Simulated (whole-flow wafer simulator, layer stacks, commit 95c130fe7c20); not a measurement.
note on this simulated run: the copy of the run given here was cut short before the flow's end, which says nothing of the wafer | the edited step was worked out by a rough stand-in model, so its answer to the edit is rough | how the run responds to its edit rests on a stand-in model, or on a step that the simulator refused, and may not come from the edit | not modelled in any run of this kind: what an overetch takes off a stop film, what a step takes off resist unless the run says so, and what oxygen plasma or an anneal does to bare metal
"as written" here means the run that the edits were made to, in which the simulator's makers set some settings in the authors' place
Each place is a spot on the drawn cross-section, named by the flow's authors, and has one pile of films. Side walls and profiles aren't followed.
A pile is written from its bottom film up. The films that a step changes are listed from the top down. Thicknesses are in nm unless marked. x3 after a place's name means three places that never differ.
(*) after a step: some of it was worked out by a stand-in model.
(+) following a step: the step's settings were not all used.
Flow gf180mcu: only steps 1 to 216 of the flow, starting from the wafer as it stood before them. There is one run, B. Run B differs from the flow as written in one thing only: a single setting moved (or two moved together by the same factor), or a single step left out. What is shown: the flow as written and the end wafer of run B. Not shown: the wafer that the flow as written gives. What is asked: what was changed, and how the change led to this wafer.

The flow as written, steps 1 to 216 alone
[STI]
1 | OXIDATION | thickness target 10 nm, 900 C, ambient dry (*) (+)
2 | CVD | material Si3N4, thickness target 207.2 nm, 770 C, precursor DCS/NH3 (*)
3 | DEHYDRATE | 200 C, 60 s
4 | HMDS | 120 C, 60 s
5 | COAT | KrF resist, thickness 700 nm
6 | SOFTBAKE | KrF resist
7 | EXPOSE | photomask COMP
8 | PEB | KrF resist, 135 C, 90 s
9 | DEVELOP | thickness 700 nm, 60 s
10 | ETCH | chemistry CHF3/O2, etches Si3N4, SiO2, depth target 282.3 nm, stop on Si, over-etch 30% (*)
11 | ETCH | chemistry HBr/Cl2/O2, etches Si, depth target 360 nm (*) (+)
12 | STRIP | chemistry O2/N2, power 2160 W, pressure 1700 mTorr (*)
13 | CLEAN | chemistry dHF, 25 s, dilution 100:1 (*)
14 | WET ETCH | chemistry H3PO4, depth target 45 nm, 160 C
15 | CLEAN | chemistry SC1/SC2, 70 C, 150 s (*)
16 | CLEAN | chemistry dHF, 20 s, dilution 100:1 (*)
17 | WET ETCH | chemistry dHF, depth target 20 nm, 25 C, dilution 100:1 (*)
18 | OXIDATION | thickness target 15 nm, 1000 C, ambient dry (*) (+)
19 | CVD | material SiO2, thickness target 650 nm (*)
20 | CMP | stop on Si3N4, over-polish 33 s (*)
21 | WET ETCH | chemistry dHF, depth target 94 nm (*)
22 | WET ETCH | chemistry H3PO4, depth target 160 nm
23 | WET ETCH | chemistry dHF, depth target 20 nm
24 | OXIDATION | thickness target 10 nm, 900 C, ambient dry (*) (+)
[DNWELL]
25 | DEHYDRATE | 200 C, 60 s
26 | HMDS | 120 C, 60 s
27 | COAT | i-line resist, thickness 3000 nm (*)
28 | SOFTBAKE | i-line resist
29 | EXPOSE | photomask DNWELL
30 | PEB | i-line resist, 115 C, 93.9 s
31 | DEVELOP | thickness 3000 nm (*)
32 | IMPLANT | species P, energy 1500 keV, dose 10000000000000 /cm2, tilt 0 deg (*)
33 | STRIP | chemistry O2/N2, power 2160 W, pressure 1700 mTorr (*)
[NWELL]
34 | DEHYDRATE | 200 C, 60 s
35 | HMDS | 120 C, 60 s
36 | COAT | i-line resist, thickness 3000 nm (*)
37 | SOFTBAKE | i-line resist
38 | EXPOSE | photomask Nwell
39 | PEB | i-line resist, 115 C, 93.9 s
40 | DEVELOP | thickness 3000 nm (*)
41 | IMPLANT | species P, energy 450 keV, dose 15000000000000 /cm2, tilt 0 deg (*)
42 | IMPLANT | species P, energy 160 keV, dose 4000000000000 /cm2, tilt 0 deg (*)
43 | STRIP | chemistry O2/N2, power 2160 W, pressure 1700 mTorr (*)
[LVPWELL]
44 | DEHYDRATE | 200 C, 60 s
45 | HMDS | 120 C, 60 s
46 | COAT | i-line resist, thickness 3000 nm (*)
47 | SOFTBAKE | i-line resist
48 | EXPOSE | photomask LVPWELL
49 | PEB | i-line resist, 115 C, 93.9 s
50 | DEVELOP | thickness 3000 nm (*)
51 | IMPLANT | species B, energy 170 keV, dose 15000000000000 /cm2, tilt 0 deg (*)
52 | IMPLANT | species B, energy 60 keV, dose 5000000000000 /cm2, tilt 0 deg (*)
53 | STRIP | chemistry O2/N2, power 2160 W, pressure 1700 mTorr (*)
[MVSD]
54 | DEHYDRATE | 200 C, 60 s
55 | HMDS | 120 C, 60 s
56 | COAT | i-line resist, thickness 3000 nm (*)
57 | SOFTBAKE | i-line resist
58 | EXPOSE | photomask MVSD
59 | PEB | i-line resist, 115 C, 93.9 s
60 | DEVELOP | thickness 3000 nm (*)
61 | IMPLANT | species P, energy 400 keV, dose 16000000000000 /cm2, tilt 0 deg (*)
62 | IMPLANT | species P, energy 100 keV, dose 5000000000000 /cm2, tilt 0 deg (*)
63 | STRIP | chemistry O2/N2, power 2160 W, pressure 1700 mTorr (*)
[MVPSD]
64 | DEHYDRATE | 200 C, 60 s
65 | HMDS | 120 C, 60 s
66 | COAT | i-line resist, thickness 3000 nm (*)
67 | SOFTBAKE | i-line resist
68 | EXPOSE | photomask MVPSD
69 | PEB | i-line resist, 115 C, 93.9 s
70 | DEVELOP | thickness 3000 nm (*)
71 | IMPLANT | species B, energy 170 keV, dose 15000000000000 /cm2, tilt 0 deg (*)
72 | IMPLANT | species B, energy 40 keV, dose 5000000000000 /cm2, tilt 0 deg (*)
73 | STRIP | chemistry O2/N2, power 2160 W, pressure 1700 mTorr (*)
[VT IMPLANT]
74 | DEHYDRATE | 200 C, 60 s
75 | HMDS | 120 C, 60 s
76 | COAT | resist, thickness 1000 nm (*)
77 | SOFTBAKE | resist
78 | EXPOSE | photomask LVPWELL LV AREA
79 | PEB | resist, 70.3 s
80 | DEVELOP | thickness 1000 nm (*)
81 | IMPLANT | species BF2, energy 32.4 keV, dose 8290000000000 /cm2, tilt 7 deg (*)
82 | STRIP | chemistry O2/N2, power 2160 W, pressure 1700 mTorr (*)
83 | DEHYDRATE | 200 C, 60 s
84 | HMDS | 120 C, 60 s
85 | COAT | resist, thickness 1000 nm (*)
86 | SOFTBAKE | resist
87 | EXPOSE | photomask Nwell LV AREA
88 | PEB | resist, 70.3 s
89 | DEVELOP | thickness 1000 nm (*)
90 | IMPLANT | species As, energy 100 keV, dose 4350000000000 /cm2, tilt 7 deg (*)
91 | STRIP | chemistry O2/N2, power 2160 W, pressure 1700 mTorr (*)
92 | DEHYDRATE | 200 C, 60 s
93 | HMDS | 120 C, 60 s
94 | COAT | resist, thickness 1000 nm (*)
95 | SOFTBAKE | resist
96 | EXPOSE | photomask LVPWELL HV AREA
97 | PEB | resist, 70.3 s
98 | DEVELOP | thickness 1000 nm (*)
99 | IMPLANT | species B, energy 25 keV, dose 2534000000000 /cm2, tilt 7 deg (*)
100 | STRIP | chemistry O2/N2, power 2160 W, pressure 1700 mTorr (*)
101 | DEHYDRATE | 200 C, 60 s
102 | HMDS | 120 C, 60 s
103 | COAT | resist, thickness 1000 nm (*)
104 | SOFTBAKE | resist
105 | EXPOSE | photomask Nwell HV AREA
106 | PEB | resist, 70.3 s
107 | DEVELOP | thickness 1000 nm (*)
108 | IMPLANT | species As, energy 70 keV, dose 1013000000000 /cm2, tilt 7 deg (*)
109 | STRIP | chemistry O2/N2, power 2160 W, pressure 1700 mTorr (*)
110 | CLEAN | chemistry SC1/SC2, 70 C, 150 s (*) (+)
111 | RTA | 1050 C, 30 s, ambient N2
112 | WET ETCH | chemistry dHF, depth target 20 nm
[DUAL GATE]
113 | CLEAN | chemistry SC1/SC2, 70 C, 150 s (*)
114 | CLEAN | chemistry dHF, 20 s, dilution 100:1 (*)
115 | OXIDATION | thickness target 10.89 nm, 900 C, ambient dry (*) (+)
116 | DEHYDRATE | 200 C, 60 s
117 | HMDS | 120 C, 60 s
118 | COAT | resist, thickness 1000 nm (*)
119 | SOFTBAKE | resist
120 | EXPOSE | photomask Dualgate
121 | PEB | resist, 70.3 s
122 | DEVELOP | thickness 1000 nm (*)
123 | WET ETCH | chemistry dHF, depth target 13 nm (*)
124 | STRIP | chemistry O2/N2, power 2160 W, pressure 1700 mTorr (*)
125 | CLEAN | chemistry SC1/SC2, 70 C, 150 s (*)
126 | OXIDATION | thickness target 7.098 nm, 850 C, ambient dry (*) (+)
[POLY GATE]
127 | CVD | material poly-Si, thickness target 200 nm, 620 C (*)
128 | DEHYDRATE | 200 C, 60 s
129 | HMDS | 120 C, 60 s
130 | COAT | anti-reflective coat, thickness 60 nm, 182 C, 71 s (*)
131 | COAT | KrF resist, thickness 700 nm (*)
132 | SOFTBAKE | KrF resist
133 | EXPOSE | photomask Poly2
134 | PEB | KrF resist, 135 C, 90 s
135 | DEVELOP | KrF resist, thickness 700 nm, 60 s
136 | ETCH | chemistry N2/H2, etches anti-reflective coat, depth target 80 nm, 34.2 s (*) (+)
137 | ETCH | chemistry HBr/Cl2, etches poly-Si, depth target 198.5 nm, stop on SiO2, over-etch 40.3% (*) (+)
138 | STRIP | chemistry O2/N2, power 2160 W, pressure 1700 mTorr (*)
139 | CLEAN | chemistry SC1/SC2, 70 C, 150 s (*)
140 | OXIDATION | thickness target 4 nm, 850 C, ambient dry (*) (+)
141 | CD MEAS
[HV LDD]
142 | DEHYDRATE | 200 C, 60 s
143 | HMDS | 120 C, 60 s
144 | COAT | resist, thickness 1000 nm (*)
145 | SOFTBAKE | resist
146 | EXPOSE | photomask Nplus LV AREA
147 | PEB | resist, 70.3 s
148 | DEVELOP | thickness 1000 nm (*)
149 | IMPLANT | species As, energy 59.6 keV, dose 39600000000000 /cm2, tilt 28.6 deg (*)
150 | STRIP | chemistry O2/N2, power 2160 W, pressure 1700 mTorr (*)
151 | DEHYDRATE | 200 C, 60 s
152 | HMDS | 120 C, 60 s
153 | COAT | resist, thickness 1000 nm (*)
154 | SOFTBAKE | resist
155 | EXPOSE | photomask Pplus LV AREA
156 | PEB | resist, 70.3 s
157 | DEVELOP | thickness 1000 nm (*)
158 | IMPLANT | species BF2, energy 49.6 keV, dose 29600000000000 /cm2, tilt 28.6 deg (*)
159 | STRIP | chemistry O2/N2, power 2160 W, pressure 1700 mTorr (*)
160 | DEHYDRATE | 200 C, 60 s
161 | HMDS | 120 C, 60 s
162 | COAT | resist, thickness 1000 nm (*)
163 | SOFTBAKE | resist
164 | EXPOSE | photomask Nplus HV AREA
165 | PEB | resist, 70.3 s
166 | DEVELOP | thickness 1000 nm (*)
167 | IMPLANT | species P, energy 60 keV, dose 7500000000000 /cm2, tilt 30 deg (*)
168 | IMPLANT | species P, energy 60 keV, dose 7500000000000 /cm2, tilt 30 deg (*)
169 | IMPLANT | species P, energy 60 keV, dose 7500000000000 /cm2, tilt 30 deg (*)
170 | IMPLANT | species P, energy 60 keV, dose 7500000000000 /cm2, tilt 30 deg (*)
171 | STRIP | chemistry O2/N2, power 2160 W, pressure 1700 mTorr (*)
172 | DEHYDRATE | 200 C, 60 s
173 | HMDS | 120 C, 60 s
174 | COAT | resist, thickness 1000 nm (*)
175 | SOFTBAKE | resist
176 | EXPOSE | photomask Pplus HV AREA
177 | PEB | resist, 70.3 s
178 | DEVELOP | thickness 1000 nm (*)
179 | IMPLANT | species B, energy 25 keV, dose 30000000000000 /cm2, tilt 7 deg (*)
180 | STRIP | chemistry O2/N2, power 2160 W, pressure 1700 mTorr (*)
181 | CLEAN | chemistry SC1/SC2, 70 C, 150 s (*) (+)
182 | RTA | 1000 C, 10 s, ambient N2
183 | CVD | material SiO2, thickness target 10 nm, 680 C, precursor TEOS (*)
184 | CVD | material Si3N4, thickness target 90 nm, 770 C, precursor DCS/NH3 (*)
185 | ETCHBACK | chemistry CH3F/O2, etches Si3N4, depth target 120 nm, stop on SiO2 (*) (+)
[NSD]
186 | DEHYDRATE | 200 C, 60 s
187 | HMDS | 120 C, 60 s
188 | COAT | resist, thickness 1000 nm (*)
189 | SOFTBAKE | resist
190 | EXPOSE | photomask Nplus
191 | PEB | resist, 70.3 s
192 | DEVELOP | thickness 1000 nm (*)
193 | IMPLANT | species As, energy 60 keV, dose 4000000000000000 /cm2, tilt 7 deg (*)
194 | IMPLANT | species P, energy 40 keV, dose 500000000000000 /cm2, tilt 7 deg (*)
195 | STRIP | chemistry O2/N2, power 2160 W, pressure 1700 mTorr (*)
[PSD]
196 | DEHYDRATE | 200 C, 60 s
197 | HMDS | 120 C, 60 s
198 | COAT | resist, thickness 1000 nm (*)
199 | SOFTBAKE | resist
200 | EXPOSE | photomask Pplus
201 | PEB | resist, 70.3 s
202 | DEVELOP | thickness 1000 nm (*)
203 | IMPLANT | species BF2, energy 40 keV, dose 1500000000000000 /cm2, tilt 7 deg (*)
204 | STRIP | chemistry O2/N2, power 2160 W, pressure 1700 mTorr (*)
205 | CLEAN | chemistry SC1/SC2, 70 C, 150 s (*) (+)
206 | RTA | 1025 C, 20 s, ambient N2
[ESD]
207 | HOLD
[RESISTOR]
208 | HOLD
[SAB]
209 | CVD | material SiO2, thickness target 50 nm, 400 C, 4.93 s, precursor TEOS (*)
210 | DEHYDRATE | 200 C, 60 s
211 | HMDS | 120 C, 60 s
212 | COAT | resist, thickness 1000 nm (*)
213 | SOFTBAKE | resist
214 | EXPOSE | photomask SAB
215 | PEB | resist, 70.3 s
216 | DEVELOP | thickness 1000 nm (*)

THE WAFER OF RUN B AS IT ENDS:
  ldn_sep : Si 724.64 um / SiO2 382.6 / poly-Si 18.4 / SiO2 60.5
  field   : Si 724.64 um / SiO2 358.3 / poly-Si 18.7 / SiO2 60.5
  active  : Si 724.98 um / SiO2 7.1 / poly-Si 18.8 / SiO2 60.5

The reason: step 137, ETCH: depth target 127 nm was run, while the flow as written has depth target 198.5 nm.

Step by step, how the change led to this:
  137 | ETCH | chemistry HBr/Cl2, etches poly-Si, depth target 198.5 nm, stop on SiO2, over-etch 40.3% (*) (+)
      field__w3, field__w12, field_sub and 14 more: -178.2 poly-Si (in the flow as written it would be: -199 poly-Si (all of it), -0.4 SiO2)
      field__w6, sti, m1 and 11 more: -178.2 poly-Si (in the flow as written it would be: -198.8 poly-Si (all of it), -0.4 SiO2)
      (and at 61 other places as well)
  138 | STRIP | chemistry O2/N2, power 2160 W, pressure 1700 mTorr (*)
      field, field__w1, field__w2 and 61 more: +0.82 chemical SiO2 (new film), -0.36 poly-Si (in the flow as written it would be: nothing)
      gate: +0.68 chemical SiO2 (new film), -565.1 KrF resist (all of it), -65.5 anti-reflective coat (all of it), -0.3 poly-Si (in the flow as written it would be: +0.68 chemical SiO2 (new film), -531.7 KrF resist (all of it), -65.5 anti-reflective coat (all of it), -0.3 poly-Si)
      (and at 27 other places as well)
  139 | CLEAN | chemistry SC1/SC2, 70 C, 150 s (*)
      field, field__w1, field__w2 and 34 more: -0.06 chemical SiO2, -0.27 poly-Si (in the flow as written it would be: -0.68 SiO2)
  140 | OXIDATION | thickness target 4 nm, 850 C, ambient dry (*) (+)
      field, field__w1, field__w2 and 21 more: +4 SiO2 (new film), -0.76 chemical SiO2 (all of it), -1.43 poly-Si (in the flow as written it would be: +0.15 SiO2, -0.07 Si)
      active_hv, active_nat, ld_sd_n and 11 more: +4 SiO2 (new film), -0.76 chemical SiO2 (all of it), -1.43 poly-Si (in the flow as written it would be: +0.96 SiO2, -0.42 Si)
      (and at 26 other places as well)
  144 | COAT | resist, thickness 1000 nm (*)
      gate: +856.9 resist (new film) (in the flow as written it would be: +837.3 resist (new film))
      gate_hv: +863 resist (new film) (in the flow as written it would be: +845.4 resist (new film))
      (and at 14 other places as well)
  145 | SOFTBAKE | resist
      nw_enc_fld_lv__w3: -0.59 resist (in the flow as written it would be: +2.63 resist)
      field__w1: +3.61 resist (in the flow as written it would be: +4.19 resist)
      (and at 44 other places as well)
  148 | DEVELOP | thickness 1000 nm (*)
      gate: -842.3 resist (all of it) (in the flow as written it would be: -822.7 resist (all of it))
      npoly_u: -840.5 resist (all of it) (in the flow as written it would be: -821.5 resist (all of it))
      (and at 3 other places as well)
  150 | STRIP | chemistry O2/N2, power 2160 W, pressure 1700 mTorr (*)
      gate_hv: -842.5 resist (all of it) (in the flow as written it would be: -824.2 resist (all of it))
      gate_p: -847.5 resist (all of it) (in the flow as written it would be: -828.7 resist (all of it))
      (and at 13 other places as well)
  153 | COAT | resist, thickness 1000 nm (*)
      gate: +856.9 resist (new film) (in the flow as written it would be: +837.3 resist (new film))
      gate_hv: +863 resist (new film) (in the flow as written it would be: +845.4 resist (new film))
      (and at 14 other places as well)
  154 | SOFTBAKE | resist
      nw_enc_fld_lv__w3: -0.59 resist (in the flow as written it would be: +2.63 resist)
      field__w1: +3.61 resist (in the flow as written it would be: +4.19 resist)
      (and at 44 other places as well)
  157 | DEVELOP | thickness 1000 nm (*)
      gate_p: -847.5 resist (all of it) (in the flow as written it would be: -828.7 resist (all of it))
      ppoly_u: -845.2 resist (all of it) (in the flow as written it would be: -827 resist (all of it))
      (and at 3 other places as well)
  159 | STRIP | chemistry O2/N2, power 2160 W, pressure 1700 mTorr (*)
      gate: -842.3 resist (all of it) (in the flow as written it would be: -822.7 resist (all of it))
      gate_hv: -842.5 resist (all of it) (in the flow as written it would be: -824.2 resist (all of it))
      (and at 13 other places as well)
  162 | COAT | resist, thickness 1000 nm (*)
      gate: +856.9 resist (new film) (in the flow as written it would be: +837.3 resist (new film))
      gate_hv: +863 resist (new film) (in the flow as written it would be: +845.4 resist (new film))
      (and at 14 other places as well)
  163 | SOFTBAKE | resist
      nw_enc_fld_lv__w3: -0.59 resist (in the flow as written it would be: +2.63 resist)
      field__w1: +3.61 resist (in the flow as written it would be: +4.19 resist)
      (and at 44 other places as well)
  166 | DEVELOP | thickness 1000 nm (*)
      gate_hv: -842.5 resist (all of it) (in the flow as written it would be: -824.2 resist (all of it))
      gate_hv5: -846.3 resist (all of it) (in the flow as written it would be: -828.2 resist (all of it))
      (and at 3 other places as well)
  171 | STRIP | chemistry O2/N2, power 2160 W, pressure 1700 mTorr (*)
      gate: -842.3 resist (all of it) (in the flow as written it would be: -822.7 resist (all of it))
      gate_p: -847.5 resist (all of it) (in the flow as written it would be: -828.7 resist (all of it))
      (and at 13 other places as well)
  ... 14 other steps ...
  216 | DEVELOP | thickness 1000 nm (*)
      gate: -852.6 resist (all of it) (in the flow as written it would be: -834.3 resist (all of it))
      gate_p: -858.6 resist (all of it) (in the flow as written it would be: -841.1 resist (all of it))
      (and at 7 other places as well)
